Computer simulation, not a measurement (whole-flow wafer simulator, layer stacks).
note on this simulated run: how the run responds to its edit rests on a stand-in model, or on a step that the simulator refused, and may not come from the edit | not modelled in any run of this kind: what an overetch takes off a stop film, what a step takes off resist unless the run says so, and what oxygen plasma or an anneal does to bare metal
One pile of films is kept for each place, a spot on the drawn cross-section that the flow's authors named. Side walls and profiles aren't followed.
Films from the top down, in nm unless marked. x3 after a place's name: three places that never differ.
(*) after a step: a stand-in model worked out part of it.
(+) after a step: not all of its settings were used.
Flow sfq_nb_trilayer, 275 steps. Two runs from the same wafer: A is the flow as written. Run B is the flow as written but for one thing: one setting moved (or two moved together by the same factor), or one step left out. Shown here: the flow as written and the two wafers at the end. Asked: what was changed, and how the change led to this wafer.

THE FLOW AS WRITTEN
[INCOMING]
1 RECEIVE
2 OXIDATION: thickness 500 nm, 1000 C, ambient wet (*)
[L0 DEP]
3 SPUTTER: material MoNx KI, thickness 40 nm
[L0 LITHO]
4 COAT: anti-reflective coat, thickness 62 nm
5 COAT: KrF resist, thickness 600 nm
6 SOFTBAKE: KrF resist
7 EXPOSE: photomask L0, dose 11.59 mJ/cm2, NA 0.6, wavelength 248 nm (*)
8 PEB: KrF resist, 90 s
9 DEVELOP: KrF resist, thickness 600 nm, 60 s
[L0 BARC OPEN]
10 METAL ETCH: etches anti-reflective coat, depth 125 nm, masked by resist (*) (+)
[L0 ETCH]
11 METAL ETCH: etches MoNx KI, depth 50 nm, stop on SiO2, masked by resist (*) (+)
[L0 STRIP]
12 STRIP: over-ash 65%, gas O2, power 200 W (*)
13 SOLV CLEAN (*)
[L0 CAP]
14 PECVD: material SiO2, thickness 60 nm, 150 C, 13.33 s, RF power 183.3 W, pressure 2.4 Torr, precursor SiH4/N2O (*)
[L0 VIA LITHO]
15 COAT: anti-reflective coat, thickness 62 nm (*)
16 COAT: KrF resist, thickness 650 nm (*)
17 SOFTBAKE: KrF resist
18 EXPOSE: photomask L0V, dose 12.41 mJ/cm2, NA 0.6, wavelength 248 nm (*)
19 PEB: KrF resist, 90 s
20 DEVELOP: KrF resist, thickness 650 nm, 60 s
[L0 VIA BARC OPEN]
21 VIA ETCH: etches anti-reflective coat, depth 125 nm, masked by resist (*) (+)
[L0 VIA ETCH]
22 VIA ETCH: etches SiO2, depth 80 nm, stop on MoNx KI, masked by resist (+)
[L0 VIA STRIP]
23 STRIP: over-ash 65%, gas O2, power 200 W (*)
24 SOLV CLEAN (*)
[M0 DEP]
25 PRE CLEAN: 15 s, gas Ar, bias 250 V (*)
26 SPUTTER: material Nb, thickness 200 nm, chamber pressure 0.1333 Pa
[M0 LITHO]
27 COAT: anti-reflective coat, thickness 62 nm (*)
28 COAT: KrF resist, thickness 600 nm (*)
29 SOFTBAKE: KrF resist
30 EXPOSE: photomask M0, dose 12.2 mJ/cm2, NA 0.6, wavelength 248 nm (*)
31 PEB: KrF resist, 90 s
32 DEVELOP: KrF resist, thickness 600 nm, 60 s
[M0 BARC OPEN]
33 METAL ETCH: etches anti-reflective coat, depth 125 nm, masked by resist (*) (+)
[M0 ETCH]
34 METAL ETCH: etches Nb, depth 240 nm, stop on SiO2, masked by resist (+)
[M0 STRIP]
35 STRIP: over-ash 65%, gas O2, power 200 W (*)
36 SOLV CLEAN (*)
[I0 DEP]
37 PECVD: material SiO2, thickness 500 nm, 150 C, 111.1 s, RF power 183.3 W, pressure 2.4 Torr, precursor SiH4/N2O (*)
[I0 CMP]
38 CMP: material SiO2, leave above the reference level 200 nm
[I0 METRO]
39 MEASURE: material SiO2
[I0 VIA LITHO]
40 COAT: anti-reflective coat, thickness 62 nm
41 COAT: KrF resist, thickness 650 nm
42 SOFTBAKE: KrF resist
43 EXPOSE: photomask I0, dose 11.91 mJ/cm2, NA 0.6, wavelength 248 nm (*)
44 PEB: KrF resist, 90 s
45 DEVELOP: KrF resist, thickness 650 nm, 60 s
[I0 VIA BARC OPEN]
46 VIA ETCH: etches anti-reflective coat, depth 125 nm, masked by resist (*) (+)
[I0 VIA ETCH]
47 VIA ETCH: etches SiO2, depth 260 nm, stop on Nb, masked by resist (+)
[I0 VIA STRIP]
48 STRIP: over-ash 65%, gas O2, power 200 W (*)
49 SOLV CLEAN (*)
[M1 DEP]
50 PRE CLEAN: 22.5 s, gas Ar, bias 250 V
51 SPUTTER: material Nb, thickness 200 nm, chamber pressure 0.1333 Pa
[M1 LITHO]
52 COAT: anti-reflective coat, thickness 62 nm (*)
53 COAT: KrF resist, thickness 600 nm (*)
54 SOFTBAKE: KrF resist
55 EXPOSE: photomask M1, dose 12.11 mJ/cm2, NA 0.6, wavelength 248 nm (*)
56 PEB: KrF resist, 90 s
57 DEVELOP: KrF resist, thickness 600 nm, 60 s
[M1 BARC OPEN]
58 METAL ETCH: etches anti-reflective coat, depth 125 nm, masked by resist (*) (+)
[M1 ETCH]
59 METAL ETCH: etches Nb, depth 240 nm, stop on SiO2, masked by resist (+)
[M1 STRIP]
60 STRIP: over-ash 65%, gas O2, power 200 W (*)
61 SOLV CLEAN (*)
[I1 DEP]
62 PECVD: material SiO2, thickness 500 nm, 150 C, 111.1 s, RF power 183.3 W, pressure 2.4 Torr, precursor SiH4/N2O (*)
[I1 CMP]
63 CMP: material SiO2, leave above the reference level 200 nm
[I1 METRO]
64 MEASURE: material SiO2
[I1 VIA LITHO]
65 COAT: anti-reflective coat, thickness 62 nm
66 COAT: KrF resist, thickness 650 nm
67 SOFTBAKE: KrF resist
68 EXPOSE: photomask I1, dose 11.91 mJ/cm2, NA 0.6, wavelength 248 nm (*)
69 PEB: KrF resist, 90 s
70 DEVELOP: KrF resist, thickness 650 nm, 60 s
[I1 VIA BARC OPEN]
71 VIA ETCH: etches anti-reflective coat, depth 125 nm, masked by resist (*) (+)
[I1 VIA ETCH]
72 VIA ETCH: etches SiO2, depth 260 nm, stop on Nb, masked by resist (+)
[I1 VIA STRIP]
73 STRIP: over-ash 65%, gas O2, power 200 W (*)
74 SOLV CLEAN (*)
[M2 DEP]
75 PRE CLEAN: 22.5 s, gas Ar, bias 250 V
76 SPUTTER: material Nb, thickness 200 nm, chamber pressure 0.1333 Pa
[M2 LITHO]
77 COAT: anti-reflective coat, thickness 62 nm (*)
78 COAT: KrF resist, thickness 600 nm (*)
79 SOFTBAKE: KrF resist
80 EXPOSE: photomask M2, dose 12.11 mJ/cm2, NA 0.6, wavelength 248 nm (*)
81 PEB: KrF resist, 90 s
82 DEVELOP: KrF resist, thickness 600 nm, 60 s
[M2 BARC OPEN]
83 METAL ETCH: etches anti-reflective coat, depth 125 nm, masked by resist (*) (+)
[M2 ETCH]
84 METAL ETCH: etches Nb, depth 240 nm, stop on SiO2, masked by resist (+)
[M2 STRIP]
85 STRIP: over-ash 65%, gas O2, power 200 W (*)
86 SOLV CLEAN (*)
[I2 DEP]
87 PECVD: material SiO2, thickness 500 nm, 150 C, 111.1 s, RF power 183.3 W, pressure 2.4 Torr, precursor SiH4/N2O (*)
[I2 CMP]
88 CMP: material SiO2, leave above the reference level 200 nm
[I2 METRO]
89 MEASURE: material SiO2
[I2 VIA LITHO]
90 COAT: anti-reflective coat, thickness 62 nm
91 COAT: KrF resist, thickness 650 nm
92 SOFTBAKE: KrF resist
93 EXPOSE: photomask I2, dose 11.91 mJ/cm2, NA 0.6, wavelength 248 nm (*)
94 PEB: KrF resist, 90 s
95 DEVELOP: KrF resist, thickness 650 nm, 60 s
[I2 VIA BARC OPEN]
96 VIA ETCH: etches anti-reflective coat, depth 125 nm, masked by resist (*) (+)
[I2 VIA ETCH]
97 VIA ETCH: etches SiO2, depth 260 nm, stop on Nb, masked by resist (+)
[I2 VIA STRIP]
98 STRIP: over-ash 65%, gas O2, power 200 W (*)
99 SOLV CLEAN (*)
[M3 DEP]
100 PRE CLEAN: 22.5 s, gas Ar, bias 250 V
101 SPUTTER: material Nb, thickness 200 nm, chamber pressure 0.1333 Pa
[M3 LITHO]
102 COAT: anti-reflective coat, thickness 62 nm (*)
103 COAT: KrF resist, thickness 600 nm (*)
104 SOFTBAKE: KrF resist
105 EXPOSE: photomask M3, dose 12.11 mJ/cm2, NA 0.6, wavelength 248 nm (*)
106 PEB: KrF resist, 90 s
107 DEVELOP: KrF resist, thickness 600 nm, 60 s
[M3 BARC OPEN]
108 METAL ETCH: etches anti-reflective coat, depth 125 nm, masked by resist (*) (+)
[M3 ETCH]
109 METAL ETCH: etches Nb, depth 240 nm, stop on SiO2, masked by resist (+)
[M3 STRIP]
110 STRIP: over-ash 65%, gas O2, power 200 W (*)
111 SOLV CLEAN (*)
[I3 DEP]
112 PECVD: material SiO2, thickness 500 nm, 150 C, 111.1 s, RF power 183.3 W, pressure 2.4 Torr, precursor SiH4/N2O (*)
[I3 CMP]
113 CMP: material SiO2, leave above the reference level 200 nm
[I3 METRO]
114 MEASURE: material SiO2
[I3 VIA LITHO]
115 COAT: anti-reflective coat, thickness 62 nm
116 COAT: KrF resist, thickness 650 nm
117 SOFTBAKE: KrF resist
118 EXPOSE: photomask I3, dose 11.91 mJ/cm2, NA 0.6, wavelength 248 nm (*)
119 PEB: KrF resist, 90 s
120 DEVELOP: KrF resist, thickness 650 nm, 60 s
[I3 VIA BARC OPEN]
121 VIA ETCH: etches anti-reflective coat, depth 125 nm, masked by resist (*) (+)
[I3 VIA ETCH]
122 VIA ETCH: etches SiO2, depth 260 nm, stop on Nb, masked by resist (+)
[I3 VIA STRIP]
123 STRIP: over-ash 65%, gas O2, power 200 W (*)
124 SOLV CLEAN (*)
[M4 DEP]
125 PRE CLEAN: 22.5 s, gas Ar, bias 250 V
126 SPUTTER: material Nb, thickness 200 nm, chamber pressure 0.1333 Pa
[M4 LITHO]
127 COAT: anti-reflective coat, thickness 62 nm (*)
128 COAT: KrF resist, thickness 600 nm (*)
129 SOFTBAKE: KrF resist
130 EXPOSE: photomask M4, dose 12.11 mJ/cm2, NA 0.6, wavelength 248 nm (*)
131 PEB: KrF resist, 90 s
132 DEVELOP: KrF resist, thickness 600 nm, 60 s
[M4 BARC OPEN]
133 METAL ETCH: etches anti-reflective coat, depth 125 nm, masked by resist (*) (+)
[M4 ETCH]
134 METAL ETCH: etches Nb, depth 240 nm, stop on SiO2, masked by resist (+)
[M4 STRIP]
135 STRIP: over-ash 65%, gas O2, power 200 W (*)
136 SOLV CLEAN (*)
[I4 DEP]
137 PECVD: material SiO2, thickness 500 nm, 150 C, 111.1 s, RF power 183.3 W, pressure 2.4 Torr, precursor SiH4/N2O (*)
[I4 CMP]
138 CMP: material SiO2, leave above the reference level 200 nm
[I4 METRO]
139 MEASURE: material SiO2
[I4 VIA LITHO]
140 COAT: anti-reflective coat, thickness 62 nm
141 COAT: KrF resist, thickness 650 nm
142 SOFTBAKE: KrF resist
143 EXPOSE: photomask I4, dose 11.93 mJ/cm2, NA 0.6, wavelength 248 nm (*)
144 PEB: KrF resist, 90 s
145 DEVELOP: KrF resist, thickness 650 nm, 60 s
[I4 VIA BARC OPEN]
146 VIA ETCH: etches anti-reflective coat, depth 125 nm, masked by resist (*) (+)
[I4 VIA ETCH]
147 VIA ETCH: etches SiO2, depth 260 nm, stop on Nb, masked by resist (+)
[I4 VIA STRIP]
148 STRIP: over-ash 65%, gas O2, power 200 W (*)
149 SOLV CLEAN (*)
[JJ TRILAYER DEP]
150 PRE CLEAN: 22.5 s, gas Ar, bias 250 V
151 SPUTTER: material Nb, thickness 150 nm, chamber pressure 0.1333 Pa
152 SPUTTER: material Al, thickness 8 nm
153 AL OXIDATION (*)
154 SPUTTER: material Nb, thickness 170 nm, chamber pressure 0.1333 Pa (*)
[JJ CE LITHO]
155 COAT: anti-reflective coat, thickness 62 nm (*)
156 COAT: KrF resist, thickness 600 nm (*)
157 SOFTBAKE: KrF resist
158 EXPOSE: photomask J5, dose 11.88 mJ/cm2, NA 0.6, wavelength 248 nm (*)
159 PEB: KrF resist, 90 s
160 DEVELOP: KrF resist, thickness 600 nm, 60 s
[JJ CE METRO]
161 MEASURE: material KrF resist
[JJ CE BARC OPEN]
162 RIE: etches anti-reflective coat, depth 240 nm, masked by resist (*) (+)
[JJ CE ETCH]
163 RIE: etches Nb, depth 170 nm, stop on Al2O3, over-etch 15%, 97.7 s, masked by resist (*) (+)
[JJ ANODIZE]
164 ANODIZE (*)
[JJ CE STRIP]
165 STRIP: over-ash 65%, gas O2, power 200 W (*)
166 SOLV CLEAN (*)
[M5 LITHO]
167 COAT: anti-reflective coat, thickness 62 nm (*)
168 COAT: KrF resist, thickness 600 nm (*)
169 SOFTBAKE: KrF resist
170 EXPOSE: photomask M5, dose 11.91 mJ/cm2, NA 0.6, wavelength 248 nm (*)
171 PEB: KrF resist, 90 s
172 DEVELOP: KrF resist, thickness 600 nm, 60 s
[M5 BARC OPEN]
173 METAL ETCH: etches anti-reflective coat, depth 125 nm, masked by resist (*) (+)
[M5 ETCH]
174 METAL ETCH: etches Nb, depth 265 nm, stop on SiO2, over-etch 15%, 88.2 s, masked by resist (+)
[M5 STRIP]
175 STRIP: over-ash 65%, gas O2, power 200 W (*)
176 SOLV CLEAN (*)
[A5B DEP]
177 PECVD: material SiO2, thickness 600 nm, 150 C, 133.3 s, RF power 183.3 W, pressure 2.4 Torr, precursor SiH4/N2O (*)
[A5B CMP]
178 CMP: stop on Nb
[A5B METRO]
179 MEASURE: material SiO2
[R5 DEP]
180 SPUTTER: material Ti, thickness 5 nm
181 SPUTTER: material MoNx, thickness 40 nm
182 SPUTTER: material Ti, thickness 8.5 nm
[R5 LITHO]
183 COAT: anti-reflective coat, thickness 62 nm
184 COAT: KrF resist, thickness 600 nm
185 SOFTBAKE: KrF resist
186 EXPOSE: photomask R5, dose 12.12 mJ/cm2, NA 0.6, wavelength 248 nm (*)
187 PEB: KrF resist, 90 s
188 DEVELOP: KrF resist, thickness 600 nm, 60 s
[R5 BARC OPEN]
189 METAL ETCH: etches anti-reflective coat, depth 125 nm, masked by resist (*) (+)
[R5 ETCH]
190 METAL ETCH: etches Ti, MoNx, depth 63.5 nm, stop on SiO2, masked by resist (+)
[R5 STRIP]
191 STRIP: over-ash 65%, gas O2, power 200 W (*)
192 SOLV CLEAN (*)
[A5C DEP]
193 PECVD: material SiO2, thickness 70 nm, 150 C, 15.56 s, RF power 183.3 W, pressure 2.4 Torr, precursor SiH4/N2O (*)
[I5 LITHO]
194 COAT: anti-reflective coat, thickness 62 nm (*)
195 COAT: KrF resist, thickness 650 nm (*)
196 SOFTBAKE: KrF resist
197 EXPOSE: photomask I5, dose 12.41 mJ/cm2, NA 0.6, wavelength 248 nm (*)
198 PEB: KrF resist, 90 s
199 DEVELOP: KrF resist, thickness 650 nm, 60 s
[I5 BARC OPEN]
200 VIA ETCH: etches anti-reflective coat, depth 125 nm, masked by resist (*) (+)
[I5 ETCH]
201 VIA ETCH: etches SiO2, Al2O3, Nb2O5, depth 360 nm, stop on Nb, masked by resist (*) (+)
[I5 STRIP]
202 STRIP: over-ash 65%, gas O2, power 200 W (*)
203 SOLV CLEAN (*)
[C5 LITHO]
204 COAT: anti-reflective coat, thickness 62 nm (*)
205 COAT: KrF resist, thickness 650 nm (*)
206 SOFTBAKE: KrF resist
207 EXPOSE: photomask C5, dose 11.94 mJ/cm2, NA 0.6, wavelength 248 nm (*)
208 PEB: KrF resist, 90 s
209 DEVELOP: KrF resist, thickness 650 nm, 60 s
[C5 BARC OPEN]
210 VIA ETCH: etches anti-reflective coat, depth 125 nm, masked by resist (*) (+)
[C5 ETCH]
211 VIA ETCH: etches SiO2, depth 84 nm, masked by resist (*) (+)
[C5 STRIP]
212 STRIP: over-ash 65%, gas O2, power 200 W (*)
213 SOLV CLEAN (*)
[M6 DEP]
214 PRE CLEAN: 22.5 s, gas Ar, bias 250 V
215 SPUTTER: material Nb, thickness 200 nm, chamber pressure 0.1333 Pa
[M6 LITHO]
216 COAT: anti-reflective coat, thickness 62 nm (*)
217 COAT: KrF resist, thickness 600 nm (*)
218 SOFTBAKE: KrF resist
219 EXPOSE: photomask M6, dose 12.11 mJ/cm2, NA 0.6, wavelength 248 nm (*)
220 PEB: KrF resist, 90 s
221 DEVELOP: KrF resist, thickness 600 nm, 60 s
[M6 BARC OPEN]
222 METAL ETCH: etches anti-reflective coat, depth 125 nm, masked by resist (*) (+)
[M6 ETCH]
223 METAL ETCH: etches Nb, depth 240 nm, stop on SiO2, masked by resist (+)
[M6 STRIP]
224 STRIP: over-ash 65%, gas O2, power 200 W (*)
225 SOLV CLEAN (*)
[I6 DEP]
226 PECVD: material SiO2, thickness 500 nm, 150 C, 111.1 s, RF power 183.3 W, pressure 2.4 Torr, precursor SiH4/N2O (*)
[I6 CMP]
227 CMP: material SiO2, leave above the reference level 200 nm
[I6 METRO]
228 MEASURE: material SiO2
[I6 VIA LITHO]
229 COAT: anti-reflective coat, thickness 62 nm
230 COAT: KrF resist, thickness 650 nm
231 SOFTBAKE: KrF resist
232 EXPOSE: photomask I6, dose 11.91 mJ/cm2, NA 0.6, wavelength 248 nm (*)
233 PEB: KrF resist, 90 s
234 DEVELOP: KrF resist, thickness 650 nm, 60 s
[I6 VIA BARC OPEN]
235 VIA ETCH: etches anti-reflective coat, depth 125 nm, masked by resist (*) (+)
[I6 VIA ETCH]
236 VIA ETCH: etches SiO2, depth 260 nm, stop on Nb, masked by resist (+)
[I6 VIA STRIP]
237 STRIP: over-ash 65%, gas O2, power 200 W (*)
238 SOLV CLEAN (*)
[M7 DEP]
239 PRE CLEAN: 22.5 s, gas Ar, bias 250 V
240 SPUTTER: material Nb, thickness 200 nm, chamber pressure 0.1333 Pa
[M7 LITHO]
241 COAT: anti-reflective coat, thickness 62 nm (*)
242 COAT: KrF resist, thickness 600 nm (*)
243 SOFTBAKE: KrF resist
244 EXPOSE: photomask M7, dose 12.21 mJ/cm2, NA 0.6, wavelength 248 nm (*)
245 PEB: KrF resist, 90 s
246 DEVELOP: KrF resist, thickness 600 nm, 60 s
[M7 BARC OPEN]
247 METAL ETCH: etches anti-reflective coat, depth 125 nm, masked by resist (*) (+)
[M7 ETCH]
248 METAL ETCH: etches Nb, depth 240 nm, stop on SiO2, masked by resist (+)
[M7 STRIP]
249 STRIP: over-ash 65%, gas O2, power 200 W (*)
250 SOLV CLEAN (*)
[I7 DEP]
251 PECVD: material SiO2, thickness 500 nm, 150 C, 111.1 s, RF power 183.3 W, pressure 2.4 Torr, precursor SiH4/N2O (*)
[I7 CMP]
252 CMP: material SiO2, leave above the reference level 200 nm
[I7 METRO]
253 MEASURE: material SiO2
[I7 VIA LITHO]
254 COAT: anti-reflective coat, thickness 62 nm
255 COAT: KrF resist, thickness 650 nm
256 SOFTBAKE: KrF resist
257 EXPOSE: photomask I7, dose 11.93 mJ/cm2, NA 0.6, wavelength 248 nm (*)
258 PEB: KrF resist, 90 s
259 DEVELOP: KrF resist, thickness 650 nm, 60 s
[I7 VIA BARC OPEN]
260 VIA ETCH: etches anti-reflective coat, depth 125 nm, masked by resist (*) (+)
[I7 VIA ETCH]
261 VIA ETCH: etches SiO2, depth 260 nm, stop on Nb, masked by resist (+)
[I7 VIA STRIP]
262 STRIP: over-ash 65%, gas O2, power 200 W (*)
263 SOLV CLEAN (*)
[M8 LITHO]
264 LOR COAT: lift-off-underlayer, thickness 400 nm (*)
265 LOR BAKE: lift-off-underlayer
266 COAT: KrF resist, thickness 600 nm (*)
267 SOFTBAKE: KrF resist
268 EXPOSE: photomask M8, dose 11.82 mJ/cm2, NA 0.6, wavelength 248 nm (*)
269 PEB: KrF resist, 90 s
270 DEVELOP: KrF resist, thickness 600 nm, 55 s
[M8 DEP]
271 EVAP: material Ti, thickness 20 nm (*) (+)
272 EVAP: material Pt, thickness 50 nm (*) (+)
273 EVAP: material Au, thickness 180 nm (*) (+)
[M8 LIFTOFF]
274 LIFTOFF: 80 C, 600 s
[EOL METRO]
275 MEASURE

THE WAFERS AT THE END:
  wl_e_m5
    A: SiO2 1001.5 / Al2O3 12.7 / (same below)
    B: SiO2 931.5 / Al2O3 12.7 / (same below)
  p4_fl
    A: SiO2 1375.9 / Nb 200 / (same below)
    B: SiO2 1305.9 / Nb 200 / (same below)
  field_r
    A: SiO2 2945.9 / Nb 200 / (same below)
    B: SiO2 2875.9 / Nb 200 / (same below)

The cause: step 215, SPUTTER: thickness 130 nm was run, where the flow has thickness 200 nm.

How the change led to this, step by step:
  215 SPUTTER: material Nb, thickness 200 nm, chamber pressure 0.1333 Pa
      field_l, v_sur, via_wl and 100 more: A Nb +200 (new film) | B Nb +130 (new film)
      be: A Nb +147.3 | B Nb +96.2
      (and at 2 more places)
  216 COAT: anti-reflective coat, thickness 62 nm (*)
      be: A anti-reflective coat +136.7 (new film) | B anti-reflective coat +130.9 (new film)
      be_sur: A anti-reflective coat +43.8 (new film) | B anti-reflective coat +42.9 (new film)
  223 METAL ETCH: etches Nb, depth 240 nm, stop on SiO2, masked by resist (+)
      field_l, gap, moat and 76 more: A Nb -200 (all of it) | B Nb -130 (all of it)
      v_sur, via_wl, via_w and 24 more: A KrF resist -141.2 | B KrF resist -114.7
  224 STRIP: over-ash 65%, gas O2, power 200 W (*)
      wl_j_sl, wl_j_sr: A KrF resist -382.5 (all of it), anti-reflective coat -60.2 (all of it) | B KrF resist -409 (all of it), anti-reflective coat -60.2 (all of it)
      wl_c_m6, wl_f_m6: A KrF resist -382.3 (all of it), anti-reflective coat -62 (all of it) | B KrF resist -408.7 (all of it), anti-reflective coat -62 (all of it)
      (and at 23 more places)
  226 PECVD: material SiO2, thickness 500 nm, 150 C, 111.1 s, RF power 183.3 W, pressure 2.4 Torr, precursor SiH4/N2O (*)
      gap, wl_a_sl, m6r_space_l x2: A SiO2 +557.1 | B SiO2 +500
      be: A SiO2 +693.5 (new film) | B SiO2 +667.1 (new film)
  227 CMP: material SiO2, leave above the reference level 200 nm
      field_l, p4_fl, p4_fm and 59 more: A SiO2 -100 | B SiO2 -170
      moat, field_r, lsp_l, ln_m5, lsp_m: A SiO2 -93.6 | B SiO2 -170
      (and at 13 more places)
